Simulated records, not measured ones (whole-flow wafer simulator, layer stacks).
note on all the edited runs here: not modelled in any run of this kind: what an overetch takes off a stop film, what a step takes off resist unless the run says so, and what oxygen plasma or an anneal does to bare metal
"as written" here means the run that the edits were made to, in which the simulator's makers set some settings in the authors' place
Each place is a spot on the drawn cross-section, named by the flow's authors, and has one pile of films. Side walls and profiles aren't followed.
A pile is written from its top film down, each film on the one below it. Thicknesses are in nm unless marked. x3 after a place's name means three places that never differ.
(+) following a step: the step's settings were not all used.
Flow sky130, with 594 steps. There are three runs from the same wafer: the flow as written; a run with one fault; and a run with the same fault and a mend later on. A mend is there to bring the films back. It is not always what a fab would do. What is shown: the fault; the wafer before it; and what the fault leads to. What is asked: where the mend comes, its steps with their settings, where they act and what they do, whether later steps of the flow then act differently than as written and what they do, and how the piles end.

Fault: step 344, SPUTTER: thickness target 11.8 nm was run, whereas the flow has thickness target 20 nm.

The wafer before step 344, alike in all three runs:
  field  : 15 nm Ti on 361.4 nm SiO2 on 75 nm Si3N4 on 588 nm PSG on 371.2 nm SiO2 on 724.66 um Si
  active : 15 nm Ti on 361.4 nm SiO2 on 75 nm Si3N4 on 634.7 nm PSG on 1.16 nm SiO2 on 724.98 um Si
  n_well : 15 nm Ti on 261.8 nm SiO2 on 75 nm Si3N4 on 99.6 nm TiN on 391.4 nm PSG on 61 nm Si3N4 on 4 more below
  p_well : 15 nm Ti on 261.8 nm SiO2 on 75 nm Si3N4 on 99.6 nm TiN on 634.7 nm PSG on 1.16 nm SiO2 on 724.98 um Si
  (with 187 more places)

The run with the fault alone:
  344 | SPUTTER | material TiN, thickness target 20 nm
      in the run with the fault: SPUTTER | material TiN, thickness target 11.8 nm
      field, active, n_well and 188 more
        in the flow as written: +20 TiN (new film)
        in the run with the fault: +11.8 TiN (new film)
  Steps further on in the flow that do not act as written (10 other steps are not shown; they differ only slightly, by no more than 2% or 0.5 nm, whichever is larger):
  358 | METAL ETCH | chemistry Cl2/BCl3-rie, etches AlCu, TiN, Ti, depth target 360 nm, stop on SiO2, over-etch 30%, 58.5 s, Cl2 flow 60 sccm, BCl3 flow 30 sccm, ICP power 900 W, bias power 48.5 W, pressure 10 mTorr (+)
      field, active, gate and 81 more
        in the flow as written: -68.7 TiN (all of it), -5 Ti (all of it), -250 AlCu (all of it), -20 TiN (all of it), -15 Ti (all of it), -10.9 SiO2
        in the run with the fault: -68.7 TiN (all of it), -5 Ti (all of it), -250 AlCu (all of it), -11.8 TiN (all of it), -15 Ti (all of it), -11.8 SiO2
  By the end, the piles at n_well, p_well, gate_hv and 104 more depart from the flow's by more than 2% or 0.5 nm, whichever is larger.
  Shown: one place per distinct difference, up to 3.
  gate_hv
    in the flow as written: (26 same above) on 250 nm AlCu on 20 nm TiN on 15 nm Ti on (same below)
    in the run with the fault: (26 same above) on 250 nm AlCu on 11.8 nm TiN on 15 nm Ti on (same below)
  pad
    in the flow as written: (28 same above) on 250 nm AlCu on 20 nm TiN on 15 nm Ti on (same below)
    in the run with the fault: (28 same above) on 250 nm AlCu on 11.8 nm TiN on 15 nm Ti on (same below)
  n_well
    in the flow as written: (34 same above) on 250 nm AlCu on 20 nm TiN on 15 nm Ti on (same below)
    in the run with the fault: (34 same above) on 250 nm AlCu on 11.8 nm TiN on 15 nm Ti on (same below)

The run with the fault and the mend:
  The mend stands after step 344.
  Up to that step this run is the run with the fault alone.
  344a | SPUTTER | material TiN, thickness target 8.2 nm (a further turn of the flow's step 344, with different settings)
      field, active, n_well and 188 more
        +8.2 TiN
  None of the later steps of the flow acts differently than as written at any place that is followed.
  By the end, the piles equal the flow's at every place that both follow.
